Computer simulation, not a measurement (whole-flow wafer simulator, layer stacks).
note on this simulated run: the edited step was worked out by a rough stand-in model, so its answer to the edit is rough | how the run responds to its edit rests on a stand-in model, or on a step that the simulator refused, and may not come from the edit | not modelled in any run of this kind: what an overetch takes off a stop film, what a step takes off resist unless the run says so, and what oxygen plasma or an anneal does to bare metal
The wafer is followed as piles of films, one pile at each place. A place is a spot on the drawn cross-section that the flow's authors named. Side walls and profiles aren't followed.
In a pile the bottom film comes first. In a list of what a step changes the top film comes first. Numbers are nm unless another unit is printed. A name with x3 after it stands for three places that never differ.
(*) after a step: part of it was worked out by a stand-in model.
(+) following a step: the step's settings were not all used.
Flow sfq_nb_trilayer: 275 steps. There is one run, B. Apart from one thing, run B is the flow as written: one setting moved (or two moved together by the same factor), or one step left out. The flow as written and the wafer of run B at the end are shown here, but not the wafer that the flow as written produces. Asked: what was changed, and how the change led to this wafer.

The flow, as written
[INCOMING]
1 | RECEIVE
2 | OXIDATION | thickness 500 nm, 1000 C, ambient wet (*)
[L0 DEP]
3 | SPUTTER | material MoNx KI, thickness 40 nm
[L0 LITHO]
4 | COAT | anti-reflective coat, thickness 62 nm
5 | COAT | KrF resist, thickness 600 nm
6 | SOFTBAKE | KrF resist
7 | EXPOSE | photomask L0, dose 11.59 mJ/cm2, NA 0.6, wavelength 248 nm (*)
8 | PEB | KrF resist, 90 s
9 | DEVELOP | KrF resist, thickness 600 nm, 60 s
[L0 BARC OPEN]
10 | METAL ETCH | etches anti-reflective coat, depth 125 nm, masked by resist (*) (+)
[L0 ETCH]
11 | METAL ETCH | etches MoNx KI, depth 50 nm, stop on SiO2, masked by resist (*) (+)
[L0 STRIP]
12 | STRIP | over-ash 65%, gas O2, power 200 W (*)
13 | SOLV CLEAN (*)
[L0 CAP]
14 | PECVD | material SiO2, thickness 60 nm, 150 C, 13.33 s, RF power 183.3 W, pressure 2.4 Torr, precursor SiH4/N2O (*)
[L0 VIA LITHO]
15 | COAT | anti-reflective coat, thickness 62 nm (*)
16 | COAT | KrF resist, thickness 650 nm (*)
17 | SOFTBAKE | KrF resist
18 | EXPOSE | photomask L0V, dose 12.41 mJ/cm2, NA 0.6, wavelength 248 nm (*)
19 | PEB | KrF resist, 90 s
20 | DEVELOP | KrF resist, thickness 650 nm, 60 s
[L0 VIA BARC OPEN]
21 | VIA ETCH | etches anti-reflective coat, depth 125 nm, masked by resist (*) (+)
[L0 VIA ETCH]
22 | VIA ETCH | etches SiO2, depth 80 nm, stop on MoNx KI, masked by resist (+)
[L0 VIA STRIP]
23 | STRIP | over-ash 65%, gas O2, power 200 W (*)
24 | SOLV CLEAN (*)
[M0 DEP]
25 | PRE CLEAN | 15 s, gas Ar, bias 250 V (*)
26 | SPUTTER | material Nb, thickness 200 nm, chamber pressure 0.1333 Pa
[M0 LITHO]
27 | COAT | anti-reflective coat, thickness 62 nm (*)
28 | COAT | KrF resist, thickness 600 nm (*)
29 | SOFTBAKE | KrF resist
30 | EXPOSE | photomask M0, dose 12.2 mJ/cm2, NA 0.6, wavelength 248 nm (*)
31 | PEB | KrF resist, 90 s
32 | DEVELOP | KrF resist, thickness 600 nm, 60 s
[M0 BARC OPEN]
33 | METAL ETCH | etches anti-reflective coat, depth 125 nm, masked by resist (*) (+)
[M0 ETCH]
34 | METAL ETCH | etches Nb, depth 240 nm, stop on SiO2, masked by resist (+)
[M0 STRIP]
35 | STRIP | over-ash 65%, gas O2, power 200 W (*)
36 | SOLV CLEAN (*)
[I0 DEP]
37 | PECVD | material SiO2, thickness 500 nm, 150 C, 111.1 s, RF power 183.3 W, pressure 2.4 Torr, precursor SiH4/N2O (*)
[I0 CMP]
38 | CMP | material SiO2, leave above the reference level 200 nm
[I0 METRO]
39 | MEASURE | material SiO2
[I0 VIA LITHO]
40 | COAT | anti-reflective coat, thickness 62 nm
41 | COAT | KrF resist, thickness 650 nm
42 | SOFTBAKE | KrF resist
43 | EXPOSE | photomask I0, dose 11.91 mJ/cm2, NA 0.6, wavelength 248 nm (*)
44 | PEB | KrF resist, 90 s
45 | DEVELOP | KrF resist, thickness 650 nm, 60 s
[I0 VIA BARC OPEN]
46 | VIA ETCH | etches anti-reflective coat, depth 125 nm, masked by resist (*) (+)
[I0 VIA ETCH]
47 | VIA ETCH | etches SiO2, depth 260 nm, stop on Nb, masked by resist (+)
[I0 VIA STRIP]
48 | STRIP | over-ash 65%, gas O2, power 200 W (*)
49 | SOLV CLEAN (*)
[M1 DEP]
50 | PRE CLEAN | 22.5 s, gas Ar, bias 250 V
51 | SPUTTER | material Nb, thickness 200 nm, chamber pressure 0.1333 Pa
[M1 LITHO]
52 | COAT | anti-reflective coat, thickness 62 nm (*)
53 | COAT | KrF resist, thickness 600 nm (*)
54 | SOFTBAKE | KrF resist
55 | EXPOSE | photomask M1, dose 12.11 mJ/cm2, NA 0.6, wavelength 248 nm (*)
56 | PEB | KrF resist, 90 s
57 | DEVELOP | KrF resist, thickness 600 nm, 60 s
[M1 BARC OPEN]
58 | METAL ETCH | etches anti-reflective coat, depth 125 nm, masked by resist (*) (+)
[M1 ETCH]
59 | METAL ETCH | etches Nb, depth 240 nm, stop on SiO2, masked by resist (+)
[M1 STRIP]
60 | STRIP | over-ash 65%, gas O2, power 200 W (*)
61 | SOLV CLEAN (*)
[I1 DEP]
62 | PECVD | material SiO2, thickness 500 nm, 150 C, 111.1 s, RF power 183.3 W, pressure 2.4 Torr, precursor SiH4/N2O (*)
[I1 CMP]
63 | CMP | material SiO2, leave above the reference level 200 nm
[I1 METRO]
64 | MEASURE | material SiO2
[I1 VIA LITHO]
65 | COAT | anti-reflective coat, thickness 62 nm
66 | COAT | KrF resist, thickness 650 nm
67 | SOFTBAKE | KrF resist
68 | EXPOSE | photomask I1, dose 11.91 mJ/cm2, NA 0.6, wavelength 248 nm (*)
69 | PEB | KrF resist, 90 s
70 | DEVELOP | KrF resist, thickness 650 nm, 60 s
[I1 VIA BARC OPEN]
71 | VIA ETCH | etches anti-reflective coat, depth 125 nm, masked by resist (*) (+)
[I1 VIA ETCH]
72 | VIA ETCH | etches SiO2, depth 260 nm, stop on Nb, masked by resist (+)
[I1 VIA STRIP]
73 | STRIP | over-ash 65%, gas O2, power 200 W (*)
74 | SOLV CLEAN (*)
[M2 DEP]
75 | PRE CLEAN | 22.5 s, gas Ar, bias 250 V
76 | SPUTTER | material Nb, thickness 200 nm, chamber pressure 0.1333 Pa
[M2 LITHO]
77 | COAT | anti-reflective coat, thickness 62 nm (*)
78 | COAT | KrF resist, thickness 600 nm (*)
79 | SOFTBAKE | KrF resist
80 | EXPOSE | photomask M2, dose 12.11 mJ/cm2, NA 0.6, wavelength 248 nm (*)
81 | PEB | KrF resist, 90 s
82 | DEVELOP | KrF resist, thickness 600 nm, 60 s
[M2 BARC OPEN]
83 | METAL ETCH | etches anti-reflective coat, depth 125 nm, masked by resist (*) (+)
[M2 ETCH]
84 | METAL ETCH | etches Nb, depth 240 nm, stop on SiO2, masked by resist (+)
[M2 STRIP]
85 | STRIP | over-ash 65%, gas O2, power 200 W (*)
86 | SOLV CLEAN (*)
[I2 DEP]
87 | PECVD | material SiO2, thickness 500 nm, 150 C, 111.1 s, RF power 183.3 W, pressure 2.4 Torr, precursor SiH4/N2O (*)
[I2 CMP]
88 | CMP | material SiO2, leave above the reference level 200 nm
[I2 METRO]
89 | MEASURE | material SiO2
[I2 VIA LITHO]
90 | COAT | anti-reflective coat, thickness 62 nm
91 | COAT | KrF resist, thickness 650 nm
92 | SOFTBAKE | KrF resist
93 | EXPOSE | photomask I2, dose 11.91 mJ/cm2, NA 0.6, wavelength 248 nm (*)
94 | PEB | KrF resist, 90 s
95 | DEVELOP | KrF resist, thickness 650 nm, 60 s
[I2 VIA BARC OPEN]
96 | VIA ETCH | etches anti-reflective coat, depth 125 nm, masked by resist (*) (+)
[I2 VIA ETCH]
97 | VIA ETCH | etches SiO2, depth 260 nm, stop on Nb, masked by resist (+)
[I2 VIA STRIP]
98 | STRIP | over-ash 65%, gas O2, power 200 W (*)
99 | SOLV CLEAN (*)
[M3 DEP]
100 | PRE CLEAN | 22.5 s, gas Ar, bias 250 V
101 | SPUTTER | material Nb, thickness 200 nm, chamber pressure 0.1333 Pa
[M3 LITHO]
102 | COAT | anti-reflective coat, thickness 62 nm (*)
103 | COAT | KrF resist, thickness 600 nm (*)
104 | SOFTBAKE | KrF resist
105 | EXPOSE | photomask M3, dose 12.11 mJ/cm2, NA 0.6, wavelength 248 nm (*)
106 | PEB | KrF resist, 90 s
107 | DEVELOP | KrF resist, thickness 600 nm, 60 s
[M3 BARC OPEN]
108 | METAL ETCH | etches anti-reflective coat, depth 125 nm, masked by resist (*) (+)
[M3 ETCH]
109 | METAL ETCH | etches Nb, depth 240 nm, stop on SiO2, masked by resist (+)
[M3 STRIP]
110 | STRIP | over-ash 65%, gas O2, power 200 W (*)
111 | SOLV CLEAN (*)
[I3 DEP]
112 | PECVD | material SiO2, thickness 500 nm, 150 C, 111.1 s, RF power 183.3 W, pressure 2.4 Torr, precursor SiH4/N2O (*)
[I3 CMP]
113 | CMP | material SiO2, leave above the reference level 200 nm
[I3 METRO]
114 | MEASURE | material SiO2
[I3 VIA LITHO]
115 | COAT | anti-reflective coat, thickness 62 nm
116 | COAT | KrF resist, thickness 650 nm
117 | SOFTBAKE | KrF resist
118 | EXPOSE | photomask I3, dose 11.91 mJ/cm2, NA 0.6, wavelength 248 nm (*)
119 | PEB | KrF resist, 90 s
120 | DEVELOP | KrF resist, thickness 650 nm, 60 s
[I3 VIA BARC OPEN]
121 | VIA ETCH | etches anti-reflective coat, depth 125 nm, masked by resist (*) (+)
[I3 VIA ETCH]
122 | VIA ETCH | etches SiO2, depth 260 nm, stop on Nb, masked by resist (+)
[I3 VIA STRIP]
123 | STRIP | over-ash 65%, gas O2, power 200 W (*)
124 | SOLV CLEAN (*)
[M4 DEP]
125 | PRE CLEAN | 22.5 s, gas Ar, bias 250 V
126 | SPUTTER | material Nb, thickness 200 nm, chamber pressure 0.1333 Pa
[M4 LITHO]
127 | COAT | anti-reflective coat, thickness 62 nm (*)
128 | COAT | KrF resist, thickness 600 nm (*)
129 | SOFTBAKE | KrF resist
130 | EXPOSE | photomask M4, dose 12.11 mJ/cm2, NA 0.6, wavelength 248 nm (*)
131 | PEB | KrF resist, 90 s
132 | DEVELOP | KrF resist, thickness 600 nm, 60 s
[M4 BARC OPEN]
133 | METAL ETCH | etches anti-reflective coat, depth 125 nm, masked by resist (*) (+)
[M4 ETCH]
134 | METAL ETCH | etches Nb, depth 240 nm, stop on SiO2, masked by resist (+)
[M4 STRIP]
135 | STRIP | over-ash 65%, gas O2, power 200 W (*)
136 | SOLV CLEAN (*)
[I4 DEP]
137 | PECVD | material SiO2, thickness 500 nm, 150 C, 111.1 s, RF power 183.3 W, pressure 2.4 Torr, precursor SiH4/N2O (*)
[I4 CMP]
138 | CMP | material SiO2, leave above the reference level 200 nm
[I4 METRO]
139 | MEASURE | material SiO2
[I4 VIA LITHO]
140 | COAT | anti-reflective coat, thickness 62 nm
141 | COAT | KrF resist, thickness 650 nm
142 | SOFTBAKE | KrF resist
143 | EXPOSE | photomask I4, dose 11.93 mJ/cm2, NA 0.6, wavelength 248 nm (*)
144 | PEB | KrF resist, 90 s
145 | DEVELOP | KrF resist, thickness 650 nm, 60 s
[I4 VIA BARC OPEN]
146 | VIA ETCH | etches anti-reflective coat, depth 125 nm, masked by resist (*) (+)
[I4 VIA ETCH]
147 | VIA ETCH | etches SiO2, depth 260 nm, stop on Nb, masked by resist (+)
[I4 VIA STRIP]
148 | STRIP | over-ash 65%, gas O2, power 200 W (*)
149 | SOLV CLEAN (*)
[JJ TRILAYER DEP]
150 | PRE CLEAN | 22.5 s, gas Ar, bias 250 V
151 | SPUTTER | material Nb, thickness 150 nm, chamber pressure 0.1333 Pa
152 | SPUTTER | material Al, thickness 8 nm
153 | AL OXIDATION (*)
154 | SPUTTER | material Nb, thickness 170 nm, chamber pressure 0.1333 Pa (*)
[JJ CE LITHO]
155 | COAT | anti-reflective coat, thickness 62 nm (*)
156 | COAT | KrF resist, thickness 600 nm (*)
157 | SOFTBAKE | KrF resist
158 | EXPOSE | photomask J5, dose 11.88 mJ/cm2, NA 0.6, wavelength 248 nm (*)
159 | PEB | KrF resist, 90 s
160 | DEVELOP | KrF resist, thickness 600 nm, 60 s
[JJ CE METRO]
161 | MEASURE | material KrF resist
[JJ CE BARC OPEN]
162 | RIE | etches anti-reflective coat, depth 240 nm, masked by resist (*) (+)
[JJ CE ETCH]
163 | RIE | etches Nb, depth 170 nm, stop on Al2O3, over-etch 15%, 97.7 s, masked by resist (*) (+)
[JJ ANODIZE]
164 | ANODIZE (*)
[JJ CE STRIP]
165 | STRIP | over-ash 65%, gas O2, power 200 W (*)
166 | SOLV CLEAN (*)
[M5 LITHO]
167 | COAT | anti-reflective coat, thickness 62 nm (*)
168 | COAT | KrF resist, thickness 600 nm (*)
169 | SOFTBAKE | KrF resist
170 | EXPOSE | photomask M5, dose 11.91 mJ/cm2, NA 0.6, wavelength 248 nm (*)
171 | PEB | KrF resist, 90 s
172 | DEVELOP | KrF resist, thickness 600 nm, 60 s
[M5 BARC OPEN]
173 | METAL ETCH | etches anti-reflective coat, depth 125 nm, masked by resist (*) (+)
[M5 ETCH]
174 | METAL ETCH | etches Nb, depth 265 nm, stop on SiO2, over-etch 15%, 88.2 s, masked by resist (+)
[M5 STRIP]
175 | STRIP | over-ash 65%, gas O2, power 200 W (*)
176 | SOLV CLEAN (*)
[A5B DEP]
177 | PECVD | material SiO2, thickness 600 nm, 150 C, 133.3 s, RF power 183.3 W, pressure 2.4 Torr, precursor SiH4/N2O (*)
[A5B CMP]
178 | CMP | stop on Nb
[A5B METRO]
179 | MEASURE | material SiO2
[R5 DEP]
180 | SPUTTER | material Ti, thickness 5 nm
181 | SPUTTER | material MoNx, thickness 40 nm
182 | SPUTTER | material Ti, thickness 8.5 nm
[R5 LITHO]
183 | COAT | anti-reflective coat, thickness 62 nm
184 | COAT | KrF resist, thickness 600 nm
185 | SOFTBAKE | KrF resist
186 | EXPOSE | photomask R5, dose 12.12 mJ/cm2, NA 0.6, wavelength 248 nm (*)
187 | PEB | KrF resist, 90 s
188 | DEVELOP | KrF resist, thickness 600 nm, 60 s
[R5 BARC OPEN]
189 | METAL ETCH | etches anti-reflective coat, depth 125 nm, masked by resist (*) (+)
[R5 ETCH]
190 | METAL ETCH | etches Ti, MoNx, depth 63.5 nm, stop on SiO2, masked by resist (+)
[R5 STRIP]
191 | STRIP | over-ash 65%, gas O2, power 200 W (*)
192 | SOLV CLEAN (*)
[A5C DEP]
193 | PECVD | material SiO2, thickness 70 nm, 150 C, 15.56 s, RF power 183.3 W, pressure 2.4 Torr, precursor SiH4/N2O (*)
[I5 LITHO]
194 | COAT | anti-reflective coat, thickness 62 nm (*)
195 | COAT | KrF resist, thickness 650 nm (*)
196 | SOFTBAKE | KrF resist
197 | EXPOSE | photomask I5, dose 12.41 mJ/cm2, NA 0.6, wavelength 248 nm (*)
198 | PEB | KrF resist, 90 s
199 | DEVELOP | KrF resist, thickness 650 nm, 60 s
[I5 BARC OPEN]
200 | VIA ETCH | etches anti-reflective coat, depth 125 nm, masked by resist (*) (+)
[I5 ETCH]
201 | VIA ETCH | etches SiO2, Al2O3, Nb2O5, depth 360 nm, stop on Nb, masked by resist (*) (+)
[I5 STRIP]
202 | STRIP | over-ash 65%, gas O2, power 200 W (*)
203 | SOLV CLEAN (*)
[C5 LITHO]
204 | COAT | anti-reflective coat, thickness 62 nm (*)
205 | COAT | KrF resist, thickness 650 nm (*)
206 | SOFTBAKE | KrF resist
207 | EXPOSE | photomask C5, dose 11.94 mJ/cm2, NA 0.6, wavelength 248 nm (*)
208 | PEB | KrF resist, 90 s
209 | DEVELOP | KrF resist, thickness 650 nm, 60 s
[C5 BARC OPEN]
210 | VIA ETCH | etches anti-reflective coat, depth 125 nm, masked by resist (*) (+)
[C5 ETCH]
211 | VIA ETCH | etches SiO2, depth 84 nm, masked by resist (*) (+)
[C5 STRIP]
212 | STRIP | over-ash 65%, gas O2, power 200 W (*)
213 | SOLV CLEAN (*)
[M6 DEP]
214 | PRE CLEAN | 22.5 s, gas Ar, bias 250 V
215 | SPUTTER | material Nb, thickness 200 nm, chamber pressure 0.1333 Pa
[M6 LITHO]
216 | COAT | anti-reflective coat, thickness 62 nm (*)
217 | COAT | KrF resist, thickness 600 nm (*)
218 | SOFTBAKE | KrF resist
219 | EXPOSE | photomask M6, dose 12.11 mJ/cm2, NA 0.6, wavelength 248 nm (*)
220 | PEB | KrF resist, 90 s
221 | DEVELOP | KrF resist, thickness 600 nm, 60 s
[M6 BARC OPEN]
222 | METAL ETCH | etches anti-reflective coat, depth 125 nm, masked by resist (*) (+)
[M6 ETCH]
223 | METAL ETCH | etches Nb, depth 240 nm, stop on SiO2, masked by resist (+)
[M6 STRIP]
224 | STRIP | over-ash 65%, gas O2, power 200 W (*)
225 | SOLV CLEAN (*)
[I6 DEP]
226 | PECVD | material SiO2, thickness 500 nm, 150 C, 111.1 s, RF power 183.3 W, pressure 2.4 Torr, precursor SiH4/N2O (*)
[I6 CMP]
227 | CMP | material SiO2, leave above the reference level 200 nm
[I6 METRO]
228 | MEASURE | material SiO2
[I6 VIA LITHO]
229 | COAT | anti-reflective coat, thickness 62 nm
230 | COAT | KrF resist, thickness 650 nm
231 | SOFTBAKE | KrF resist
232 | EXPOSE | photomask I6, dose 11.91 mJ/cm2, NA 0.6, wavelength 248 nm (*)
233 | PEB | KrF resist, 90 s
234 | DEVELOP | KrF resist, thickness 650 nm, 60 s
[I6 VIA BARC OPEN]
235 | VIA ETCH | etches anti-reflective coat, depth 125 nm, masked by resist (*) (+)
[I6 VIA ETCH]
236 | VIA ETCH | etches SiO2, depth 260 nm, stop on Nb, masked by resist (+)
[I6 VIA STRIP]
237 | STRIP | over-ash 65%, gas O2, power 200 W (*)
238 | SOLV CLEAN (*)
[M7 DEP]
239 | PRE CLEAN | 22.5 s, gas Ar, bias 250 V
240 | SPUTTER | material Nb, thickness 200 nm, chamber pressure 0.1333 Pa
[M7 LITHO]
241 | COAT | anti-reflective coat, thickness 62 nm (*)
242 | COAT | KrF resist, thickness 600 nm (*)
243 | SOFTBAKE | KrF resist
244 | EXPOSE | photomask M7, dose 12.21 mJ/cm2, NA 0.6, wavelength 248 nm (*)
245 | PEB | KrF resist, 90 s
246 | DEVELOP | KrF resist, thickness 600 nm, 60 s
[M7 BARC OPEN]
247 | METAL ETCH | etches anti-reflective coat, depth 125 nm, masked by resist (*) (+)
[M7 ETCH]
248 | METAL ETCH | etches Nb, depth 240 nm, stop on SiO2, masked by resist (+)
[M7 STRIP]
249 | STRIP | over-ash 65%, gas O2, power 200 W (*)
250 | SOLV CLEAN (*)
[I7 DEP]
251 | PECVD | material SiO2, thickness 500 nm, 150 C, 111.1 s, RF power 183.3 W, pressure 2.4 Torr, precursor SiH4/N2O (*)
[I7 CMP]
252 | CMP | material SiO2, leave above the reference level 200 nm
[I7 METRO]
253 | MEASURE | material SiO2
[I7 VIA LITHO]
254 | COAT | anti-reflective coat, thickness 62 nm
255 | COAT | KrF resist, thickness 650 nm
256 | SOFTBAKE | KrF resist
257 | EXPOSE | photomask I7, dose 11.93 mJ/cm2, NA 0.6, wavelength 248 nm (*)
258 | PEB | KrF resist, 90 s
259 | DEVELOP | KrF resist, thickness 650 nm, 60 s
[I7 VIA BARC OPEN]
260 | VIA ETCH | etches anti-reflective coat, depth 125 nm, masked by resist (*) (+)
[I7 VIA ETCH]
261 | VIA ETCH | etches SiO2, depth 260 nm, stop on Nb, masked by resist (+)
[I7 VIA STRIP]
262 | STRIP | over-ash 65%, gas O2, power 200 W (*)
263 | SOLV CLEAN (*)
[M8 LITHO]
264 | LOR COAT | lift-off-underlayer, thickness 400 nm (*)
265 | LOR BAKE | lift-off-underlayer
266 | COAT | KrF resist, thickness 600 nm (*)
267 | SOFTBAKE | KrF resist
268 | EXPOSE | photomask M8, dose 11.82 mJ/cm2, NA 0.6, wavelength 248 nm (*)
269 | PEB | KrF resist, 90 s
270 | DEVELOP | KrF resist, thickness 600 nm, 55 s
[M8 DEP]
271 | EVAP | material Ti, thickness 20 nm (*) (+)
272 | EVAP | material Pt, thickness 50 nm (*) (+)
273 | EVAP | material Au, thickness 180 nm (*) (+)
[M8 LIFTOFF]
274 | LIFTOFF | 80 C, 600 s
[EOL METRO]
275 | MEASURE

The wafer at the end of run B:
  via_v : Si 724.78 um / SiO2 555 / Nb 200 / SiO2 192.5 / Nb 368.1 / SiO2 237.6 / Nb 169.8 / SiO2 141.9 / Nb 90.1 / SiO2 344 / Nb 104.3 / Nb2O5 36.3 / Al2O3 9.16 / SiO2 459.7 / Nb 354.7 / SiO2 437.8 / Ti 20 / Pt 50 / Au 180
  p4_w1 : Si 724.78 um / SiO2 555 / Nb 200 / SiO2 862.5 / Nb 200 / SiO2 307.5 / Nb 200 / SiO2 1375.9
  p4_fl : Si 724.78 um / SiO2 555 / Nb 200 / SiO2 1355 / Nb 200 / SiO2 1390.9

What caused this: step 87, PECVD: thickness 285 nm was run, though the flow has thickness 500 nm; step 87, PECVD: 63.33 s was run, where the flow has 111.1 s.

How this came from the change, step by step:
  87 | PECVD | material SiO2, thickness 500 nm, 150 C, 111.1 s, RF power 183.3 W, pressure 2.4 Torr, precursor SiH4/N2O (*)
      field_l, be, be_sur and 81 more: SiO2 gains 285 (it would be, as written: SiO2 gains 500)
      v_sur, via_wl, via_w and 18 more: SiO2 gains 285 (new film) (it would be, as written: SiO2 gains 500 (new film))
      (also at 1 further place)
  88 | CMP | material SiO2, leave above the reference level 200 nm
      field_l, be, be_sur and 81 more: nothing (it would be, as written: SiO2 loses 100)
      via_v: nothing (it would be, as written: SiO2 loses 181.6)
      (also at 21 further places)
  90 | COAT | anti-reflective coat, thickness 62 nm
      jj_sur, ce_l, c5j, p3_s3, p3_l4, p3_s4: anti-reflective coat gains 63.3 (new film) (it would be, as written: anti-reflective coat gains 62 (new film))
      gap, p3_l3, p3_l5: anti-reflective coat gains 63.4 (new film) (it would be, as written: anti-reflective coat gains 62 (new film))
      (also at 67 further places)
  91 | COAT | KrF resist, thickness 650 nm
      m0r_space_l, m5r_space_l, m5r_space_r, m6r_space_l, m7r_space_l: KrF resist gains 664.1 (new film) (it would be, as written: KrF resist gains 650 (new film))
      m0r_line_l, m6r_line_l, m7r_line_l: KrF resist gains 672.8 (new film) (it would be, as written: KrF resist gains 650 (new film))
      (also at 44 further places)
  95 | DEVELOP | KrF resist, thickness 650 nm, 60 s
      via_w: KrF resist loses 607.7 (all of it) (it would be, as written: KrF resist loses 648.6 (all of it))
  96 | VIA ETCH | etches anti-reflective coat, depth 125 nm, masked by resist (*) (+)
      field_l, v_sur, via_wl and 102 more: KrF resist loses 44 (it would be, as written: KrF resist loses 51.7)
      via_w: anti-reflective coat loses 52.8 (all of it), SiO2 loses 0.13 (it would be, as written: anti-reflective coat loses 62 (all of it), SiO2 loses 0.16)
  98 | STRIP | over-ash 65%, gas O2, power 200 W (*)
      lsp_l, ln_m5, lsp_m: KrF resist loses 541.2 (all of it), anti-reflective coat loses 62.7 (all of it) (it would be, as written: KrF resist loses 528.6 (all of it), anti-reflective coat loses 62 (all of it))
      p3_s3, p3_l4, p3_s4: KrF resist loses 540.1 (all of it), anti-reflective coat loses 63.3 (all of it) (it would be, as written: KrF resist loses 528.6 (all of it), anti-reflective coat loses 62 (all of it))
      (also at 94 further places)
  101 | SPUTTER | material Nb, thickness 200 nm, chamber pressure 0.1333 Pa
      via_v: Nb gains 169.8 (new film) (it would be, as written: Nb gains 200 (new film))
  102 | COAT | anti-reflective coat, thickness 62 nm (*)
      p3_l2, m0r_line_l, m6r_line_l, m7r_line_l: anti-reflective coat gains 63.4 (new film) (it would be, as written: anti-reflective coat gains 62 (new film))
      wl_f_sr, wl_g_m5, m5r_space_l, m5r_space_r: anti-reflective coat gains 68.5 (new film) (it would be, as written: anti-reflective coat gains 62 (new film))
      (also at 68 further places)
  103 | COAT | KrF resist, thickness 600 nm (*)
      m0r_line_l, m6r_line_l, m7r_line_l: KrF resist gains 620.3 (new film) (it would be, as written: KrF resist gains 600 (new film))
      m0r_space_l, m6r_space_l, m7r_space_l: KrF resist gains 614.3 (new film) (it would be, as written: KrF resist gains 600 (new film))
      (also at 47 further places)
  107 | DEVELOP | KrF resist, thickness 600 nm, 60 s
      m0r_line_l, m6r_line_l, m7r_line_l: KrF resist loses 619 (all of it) (it would be, as written: KrF resist loses 598.7 (all of it))
      m0r_space_l, m6r_space_l, m7r_space_l: KrF resist loses 613.1 (all of it) (it would be, as written: KrF resist loses 598.7 (all of it))
      (also at 29 further places)
  108 | METAL ETCH | etches anti-reflective coat, depth 125 nm, masked by resist (*) (+)
      v_sur, via_wl, via_w and 28 more: KrF resist loses 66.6 (it would be, as written: KrF resist loses 51.7)
      wl_f_sr, wl_g_m5, m5r_space_l, m5r_space_r: anti-reflective coat loses 68.5 (all of it) (it would be, as written: anti-reflective coat loses 62 (all of it))
      (also at 48 further places)
  110 | STRIP | over-ash 65%, gas O2, power 200 W (*)
      v_sur: KrF resist loses 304 (all of it), anti-reflective coat loses 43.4 (all of it) (it would be, as written: KrF resist loses 365.3 (all of it), anti-reflective coat loses 61.1 (all of it))
      via_wl: KrF resist loses 316.7 (all of it), anti-reflective coat loses 30.4 (all of it) (it would be, as written: KrF resist loses 384.2 (all of it), anti-reflective coat loses 34.2 (all of it))
      (also at 28 further places)
  112 | PECVD | material SiO2, thickness 500 nm, 150 C, 111.1 s, RF power 183.3 W, pressure 2.4 Torr, precursor SiH4/N2O (*)
      via_v: SiO2 gains 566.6 (new film) (it would be, as written: SiO2 gains 500 (new film))
  113 | CMP | material SiO2, leave above the reference level 200 nm
      field_l, be, be_sur and 64 more: nothing (it would be, as written: SiO2 loses 100)
      p4_w1, p4_w2, p4_w3 and 6 more: SiO2 loses 185 (it would be, as written: SiO2 loses 300)
      (also at 9 further places)
  115 | COAT | anti-reflective coat, thickness 62 nm
      m0r_space_l, m0r_space_r, m6r_space_l, m6r_space_r, m7r_space_l, m7r_space_r: anti-reflective coat gains 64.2 (new film) (it would be, as written: anti-reflective coat gains 62 (new film))
      be, wl_g_sr: anti-reflective coat gains 64.1 (new film) (it would be, as written: anti-reflective coat gains 62 (new film))
      (also at 25 further places)
  ... another 27 steps ...
  178 | CMP | stop on Nb
      via_v: SiO2 loses 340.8 (it would be, as written: SiO2 loses 453.5)
If metal films that touch count as one body, via_v has 7 bodies (between them, from the top down: SiO2 437.8; SiO2 459.7 / Al2O3 9.16 / Nb2O5 36.3; SiO2 344; SiO2 141.9; SiO2 237.6; SiO2 192.5); the flow as written gives 6 bodies (between them, from the top down: SiO2 437.8; SiO2 209 / Al2O3 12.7 / Nb2O5 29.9; SiO2 425.9; SiO2 416.9; SiO2 192.5).
